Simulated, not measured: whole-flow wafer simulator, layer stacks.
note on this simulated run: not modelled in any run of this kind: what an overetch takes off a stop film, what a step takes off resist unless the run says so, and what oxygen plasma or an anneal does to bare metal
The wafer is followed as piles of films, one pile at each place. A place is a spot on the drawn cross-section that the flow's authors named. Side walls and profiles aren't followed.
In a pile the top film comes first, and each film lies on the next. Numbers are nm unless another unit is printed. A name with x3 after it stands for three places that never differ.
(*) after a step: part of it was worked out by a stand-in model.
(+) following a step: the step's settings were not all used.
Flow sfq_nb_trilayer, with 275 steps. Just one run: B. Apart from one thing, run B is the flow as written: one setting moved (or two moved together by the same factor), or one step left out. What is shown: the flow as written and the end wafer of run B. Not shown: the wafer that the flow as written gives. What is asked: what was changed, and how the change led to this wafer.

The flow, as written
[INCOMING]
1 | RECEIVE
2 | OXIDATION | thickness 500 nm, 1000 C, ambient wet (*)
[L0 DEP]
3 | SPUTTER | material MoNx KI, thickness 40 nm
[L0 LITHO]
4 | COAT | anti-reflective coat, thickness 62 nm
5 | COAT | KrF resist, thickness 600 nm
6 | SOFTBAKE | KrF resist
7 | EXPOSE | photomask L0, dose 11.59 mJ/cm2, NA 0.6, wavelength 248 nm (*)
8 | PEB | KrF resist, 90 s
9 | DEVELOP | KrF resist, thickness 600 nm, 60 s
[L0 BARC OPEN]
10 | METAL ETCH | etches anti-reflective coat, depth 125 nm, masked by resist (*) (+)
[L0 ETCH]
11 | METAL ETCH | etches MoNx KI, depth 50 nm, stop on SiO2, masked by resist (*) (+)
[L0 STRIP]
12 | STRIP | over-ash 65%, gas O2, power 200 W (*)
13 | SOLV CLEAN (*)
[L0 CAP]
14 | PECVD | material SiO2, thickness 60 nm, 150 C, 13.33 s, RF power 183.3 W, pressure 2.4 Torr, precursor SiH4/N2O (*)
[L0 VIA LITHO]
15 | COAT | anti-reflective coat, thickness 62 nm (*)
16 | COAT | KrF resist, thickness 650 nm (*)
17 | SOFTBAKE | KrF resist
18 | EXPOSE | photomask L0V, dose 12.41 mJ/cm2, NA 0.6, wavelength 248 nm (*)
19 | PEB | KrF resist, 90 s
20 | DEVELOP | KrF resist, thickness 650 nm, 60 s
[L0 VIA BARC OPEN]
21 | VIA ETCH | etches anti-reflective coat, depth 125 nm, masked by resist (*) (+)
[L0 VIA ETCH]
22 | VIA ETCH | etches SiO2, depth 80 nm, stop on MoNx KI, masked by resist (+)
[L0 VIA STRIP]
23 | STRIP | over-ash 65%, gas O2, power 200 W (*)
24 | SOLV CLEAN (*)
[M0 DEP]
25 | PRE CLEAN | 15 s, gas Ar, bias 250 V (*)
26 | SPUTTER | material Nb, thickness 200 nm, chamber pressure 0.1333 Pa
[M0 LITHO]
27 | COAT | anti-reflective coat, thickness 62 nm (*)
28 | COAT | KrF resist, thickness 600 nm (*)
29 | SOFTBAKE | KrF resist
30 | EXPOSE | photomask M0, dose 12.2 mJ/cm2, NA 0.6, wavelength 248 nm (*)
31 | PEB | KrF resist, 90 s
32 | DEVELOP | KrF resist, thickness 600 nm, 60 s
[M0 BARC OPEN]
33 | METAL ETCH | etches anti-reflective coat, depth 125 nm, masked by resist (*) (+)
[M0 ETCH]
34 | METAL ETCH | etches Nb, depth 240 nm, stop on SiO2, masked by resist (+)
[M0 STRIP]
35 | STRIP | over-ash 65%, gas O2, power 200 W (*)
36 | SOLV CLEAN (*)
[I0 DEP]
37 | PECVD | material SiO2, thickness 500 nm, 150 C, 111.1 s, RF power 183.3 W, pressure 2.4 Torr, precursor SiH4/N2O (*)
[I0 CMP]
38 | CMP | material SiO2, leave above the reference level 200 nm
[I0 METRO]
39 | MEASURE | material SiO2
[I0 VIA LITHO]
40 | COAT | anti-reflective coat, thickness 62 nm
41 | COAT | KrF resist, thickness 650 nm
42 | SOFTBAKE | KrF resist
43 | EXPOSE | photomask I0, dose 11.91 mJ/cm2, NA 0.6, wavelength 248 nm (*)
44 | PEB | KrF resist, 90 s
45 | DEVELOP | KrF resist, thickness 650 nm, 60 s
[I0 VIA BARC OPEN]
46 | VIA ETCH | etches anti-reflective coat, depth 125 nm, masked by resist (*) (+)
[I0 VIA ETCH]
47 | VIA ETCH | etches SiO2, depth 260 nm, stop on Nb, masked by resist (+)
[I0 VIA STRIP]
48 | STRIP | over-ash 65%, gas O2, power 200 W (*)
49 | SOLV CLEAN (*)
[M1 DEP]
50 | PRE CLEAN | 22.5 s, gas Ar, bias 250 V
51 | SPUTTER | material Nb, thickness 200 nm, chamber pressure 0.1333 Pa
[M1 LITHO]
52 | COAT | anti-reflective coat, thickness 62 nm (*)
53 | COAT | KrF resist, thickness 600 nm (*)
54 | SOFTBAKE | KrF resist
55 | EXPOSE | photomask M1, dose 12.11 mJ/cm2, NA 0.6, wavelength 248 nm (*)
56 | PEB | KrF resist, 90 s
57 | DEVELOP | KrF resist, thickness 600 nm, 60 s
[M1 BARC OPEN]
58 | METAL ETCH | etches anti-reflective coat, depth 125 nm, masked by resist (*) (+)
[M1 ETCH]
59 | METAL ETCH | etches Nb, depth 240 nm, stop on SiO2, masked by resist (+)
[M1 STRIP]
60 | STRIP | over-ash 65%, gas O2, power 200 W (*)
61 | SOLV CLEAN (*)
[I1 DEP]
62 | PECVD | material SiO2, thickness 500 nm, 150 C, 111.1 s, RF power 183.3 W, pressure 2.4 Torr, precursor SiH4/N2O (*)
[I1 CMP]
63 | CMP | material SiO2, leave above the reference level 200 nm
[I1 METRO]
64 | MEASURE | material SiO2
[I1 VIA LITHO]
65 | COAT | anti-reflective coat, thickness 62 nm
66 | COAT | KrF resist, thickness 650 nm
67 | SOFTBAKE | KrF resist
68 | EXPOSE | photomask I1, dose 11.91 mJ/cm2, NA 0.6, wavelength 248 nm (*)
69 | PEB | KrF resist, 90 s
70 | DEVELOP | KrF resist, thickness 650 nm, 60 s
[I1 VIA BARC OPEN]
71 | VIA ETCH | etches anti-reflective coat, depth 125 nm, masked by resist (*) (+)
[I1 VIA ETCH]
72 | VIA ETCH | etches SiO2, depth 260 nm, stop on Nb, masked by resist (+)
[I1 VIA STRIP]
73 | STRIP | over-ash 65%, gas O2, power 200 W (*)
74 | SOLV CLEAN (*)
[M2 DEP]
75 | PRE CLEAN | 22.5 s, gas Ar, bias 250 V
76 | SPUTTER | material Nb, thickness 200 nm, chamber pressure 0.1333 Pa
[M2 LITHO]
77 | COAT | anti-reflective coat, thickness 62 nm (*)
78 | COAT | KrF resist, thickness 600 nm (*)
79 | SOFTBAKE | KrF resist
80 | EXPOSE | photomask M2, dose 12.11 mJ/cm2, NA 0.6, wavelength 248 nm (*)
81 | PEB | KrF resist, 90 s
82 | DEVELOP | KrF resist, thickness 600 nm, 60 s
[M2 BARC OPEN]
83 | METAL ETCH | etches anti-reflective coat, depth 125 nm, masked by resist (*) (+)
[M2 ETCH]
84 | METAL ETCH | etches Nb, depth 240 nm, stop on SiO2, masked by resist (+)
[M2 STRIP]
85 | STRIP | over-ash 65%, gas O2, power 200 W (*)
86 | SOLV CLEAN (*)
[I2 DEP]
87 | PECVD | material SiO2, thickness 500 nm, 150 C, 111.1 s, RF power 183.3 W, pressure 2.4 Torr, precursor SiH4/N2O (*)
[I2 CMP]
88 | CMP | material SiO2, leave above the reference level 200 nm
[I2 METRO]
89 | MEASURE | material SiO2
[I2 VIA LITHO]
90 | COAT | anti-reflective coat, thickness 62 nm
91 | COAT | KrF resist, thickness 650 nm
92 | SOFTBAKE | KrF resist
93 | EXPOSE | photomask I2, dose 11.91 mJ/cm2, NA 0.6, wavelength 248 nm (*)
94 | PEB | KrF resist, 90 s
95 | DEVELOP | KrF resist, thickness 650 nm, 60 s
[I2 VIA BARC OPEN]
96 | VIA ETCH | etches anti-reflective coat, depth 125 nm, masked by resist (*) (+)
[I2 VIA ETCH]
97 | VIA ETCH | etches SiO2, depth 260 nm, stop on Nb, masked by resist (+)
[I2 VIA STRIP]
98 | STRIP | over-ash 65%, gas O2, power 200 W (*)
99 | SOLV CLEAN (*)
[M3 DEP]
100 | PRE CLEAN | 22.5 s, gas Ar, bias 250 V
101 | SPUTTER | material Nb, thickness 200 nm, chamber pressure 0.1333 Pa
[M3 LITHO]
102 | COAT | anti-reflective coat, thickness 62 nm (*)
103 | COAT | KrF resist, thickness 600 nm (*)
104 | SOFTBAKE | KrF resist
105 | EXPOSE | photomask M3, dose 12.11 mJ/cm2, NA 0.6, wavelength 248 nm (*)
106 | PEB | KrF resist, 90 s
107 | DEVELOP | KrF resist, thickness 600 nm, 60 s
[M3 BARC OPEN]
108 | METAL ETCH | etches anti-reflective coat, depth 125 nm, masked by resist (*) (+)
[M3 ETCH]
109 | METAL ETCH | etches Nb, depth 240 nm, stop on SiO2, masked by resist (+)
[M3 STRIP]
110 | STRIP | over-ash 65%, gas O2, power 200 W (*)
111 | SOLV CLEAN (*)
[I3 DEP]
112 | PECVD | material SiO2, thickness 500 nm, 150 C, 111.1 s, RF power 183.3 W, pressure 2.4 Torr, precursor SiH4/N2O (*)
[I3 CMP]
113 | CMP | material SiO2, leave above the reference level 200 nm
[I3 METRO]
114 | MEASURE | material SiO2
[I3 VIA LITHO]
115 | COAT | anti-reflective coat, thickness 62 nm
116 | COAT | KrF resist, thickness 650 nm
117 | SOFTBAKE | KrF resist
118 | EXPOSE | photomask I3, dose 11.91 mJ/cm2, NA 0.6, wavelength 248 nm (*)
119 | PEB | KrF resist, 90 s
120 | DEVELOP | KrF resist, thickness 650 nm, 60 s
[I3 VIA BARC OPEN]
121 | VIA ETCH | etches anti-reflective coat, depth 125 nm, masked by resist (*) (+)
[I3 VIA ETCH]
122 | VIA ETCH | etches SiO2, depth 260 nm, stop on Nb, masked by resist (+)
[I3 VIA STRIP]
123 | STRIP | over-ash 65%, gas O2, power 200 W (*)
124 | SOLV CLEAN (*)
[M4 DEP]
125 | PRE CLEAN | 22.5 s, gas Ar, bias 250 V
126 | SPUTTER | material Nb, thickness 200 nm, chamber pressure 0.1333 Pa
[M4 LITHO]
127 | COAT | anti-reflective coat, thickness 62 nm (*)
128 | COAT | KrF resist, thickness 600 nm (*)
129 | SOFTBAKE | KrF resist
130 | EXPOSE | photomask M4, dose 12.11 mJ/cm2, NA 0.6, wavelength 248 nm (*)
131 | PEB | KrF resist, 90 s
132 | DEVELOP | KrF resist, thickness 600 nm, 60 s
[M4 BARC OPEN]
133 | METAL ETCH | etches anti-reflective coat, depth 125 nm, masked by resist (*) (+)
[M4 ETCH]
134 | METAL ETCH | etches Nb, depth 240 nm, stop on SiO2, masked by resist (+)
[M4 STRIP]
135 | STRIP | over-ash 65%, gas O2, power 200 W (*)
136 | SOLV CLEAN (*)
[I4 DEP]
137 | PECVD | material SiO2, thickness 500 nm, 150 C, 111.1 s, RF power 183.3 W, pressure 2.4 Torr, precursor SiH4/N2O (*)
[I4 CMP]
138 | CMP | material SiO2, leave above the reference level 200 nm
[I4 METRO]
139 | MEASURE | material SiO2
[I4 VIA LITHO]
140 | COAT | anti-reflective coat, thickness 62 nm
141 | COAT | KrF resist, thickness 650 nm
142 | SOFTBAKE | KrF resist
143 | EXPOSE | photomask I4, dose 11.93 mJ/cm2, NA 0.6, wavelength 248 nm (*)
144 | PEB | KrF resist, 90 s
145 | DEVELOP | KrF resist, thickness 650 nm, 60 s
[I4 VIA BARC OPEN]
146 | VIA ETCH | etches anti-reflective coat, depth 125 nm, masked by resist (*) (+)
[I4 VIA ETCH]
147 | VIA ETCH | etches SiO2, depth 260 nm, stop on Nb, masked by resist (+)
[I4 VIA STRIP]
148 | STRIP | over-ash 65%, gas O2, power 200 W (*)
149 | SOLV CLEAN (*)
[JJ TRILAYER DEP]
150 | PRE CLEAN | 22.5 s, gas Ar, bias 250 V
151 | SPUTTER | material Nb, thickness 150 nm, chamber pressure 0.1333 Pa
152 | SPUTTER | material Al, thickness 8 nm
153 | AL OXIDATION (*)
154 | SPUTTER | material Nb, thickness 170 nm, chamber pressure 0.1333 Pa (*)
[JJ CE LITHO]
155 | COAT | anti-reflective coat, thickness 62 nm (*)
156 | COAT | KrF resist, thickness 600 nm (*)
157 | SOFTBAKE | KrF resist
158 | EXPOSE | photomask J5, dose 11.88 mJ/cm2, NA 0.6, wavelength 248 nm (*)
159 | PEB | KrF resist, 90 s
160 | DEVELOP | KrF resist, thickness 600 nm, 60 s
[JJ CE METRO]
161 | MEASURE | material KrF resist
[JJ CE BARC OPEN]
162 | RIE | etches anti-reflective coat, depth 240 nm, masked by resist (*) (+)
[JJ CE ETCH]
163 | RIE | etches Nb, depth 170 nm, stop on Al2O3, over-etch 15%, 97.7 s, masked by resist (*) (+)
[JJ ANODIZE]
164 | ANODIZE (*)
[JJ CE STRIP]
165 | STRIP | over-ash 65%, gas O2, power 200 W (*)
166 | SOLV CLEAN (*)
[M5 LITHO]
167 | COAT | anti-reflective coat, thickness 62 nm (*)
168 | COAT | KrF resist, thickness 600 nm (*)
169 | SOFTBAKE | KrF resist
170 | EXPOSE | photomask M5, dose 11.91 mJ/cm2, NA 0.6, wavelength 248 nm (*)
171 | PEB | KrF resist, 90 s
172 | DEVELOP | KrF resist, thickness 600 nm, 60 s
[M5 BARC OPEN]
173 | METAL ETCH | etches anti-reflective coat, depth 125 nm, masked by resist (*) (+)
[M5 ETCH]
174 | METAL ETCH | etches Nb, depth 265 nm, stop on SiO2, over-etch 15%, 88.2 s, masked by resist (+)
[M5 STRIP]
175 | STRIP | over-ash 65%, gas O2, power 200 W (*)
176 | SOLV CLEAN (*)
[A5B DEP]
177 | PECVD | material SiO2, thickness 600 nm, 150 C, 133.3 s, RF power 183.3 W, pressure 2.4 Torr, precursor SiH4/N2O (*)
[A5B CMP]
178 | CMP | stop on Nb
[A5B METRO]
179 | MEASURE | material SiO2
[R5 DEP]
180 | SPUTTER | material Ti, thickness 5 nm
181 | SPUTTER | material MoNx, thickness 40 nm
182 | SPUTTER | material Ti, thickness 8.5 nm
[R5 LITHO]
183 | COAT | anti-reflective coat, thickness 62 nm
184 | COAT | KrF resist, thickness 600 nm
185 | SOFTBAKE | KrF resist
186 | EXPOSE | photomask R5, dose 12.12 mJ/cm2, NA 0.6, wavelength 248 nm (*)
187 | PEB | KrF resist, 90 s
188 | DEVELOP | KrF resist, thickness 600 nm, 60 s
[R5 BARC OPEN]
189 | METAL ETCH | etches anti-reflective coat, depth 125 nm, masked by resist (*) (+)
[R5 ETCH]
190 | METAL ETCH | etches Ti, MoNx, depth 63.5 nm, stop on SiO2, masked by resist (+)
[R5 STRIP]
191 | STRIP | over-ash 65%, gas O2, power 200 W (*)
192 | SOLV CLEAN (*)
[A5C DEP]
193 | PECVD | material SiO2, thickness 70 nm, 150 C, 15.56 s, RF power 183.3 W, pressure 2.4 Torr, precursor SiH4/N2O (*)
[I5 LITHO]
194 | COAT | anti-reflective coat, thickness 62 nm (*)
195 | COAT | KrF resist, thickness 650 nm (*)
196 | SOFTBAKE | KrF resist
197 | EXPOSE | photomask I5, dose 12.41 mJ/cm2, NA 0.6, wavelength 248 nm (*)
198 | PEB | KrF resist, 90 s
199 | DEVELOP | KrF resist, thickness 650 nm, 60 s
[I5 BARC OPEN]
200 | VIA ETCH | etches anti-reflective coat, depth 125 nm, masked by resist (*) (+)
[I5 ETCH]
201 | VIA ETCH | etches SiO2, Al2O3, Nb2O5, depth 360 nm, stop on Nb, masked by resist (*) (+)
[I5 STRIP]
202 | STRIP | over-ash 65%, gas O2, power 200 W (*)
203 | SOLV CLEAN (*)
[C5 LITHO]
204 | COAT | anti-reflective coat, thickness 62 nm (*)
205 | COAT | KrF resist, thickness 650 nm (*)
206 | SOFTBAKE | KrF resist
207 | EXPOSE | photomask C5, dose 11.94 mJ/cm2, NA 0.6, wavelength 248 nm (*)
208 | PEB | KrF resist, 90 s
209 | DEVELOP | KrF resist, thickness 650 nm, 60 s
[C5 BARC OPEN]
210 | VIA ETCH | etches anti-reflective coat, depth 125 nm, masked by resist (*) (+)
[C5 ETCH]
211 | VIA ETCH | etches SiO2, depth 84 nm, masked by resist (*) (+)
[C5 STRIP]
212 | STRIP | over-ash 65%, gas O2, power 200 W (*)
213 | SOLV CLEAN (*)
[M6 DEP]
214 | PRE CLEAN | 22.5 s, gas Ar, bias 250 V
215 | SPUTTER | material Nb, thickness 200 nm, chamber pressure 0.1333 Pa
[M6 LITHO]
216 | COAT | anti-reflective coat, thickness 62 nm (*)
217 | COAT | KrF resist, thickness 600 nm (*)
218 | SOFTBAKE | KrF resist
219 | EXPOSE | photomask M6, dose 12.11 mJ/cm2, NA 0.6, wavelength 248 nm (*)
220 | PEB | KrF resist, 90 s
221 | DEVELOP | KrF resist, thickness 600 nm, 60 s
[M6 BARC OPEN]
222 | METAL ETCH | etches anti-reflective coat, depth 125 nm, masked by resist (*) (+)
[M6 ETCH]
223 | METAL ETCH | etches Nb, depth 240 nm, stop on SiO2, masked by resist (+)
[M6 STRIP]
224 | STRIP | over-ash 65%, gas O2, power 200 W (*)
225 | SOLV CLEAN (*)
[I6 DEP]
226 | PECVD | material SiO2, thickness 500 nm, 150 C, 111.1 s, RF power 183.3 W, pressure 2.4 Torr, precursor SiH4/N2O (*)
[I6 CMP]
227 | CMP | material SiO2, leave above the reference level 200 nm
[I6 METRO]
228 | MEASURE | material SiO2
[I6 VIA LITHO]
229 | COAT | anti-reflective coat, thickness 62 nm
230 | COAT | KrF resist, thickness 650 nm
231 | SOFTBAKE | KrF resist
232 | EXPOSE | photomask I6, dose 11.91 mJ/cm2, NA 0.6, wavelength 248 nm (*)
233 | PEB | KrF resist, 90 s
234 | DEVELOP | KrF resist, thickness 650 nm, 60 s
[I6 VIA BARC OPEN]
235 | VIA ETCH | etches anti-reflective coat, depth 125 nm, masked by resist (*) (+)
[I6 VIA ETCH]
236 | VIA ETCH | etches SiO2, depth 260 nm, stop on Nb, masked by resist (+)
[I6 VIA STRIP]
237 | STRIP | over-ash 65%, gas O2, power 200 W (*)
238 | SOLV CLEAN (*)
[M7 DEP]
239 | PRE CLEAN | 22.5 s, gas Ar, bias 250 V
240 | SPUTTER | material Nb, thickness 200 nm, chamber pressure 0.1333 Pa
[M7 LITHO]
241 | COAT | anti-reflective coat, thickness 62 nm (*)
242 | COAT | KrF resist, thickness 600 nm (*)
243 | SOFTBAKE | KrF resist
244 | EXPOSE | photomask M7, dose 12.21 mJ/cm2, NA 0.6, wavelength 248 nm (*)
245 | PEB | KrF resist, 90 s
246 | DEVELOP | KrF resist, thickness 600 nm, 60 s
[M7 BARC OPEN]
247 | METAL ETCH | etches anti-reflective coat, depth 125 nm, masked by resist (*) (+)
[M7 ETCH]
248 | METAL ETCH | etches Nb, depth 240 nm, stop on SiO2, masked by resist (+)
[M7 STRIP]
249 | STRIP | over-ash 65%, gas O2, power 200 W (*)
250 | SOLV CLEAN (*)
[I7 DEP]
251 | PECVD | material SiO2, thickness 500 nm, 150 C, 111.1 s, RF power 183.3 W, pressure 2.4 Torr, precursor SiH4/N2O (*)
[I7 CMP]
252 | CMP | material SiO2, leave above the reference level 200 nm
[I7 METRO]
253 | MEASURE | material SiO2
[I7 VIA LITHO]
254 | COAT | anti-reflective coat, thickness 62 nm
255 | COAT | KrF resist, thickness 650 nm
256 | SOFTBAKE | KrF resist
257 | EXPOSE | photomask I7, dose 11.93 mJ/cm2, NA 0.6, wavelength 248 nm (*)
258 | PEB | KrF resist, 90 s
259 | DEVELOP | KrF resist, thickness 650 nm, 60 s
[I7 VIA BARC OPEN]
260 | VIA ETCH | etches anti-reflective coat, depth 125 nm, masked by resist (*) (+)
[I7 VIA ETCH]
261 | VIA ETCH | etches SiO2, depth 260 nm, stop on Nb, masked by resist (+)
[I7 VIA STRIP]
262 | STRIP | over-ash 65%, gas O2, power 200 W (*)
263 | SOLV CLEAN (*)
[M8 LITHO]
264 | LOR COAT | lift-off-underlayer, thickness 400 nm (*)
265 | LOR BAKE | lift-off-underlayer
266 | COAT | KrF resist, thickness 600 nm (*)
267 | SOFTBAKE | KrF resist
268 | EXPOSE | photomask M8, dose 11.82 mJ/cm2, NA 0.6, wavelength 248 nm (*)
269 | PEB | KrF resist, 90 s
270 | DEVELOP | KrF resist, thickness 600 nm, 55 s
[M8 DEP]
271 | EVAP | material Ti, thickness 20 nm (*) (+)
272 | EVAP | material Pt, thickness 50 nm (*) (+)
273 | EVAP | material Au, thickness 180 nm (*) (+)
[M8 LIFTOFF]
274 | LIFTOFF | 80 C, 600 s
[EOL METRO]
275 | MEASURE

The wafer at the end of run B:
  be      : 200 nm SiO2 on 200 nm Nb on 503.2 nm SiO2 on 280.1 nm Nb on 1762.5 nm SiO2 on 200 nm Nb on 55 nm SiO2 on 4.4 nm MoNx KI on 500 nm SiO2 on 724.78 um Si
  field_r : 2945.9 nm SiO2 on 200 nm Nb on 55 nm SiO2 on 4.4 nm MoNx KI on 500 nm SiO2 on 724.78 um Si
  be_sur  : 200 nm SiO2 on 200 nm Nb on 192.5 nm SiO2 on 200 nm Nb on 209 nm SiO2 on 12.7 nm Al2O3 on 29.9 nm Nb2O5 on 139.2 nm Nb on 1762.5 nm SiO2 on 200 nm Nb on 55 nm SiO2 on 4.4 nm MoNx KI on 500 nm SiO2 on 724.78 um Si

What caused this: step 3, SPUTTER: thickness 54.4 nm was run, though the flow has thickness 40 nm.

Step by step, how the change led to this:
  3 | SPUTTER | material MoNx KI, thickness 40 nm
      field_l, v_sur, via_wl and 103 more: MoNx KI gains 54.4 (new film) (in the flow as written it would be: MoNx KI gains 40 (new film))
  11 | METAL ETCH | etches MoNx KI, depth 50 nm, stop on SiO2, masked by resist (*) (+)
      v_sur, via_wl, via_w and 97 more: MoNx KI loses 50 (in the flow as written it would be: MoNx KI loses 40 (all of it))
  14 | PECVD | material SiO2, thickness 60 nm, 150 C, 13.33 s, RF power 183.3 W, pressure 2.4 Torr, precursor SiH4/N2O (*)
      v_sur, via_wl, via_w and 97 more: SiO2 gains 60 (new film) (in the flow as written it would be: SiO2 gains 60)
  15 | COAT | anti-reflective coat, thickness 62 nm (*)
      field_l: anti-reflective coat gains 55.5 (new film) (in the flow as written it would be: anti-reflective coat gains 56.7 (new film))
      v_sur: anti-reflective coat gains 74.9 (new film) (in the flow as written it would be: anti-reflective coat gains 72.2 (new film))
      (also at 2 further places)
  23 | STRIP | over-ash 65%, gas O2, power 200 W (*)
      field_l: KrF resist loses 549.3 (all of it), anti-reflective coat loses 55.5 (all of it) (in the flow as written it would be: KrF resist loses 551.4 (all of it), anti-reflective coat loses 56.7 (all of it))
      v_sur: KrF resist loses 573.1 (all of it), anti-reflective coat loses 74.9 (all of it) (in the flow as written it would be: KrF resist loses 570.5 (all of it), anti-reflective coat loses 72.2 (all of it))
      (also at 2 further places)
  27 | COAT | anti-reflective coat, thickness 62 nm (*)
      v_sur: anti-reflective coat gains 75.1 (new film) (in the flow as written it would be: anti-reflective coat gains 72.3 (new film))
      l0_sur: anti-reflective coat gains 46.5 (new film) (in the flow as written it would be: anti-reflective coat gains 47.5 (new film))
      (also at 1 further place)
  35 | STRIP | over-ash 65%, gas O2, power 200 W (*)
      v_sur: KrF resist loses 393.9 (all of it), anti-reflective coat loses 75.1 (all of it) (in the flow as written it would be: KrF resist loses 391.6 (all of it), anti-reflective coat loses 72.3 (all of it))
      l0_sur: KrF resist loses 369.2 (all of it), anti-reflective coat loses 46.5 (all of it) (in the flow as written it would be: KrF resist loses 372 (all of it), anti-reflective coat loses 47.5 (all of it))
      (also at 1 further place)
  38 | CMP | material SiO2, leave above the reference level 200 nm
      field_l, l0_sur, l0r_line_l, l0r_line_c, l0r_line_r: SiO2 loses 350 (in the flow as written it would be: SiO2 loses 340)
      l0v: SiO2 loses 287.8 (in the flow as written it would be: SiO2 loses 277.8)
Taking metal films that touch as one body, be has 4 bodies (between them, from the top down: SiO2 503.2; SiO2 1762.5; SiO2 55); the flow as written gives 3 bodies (between them, from the top down: SiO2 503.2; SiO2 1762.5).
Taking metal films that touch as one body, field_r has 2 bodies (between them, from the top down: SiO2 55); the flow as written gives 1 body.
Taking metal films that touch as one body, be_sur has 5 bodies (between them, from the top down: SiO2 192.5; SiO2 209 / Al2O3 12.7 / Nb2O5 29.9; SiO2 1762.5; SiO2 55); the flow as written gives 4 bodies (between them, from the top down: SiO2 192.5; SiO2 209 / Al2O3 12.7 / Nb2O5 29.9; SiO2 1762.5).
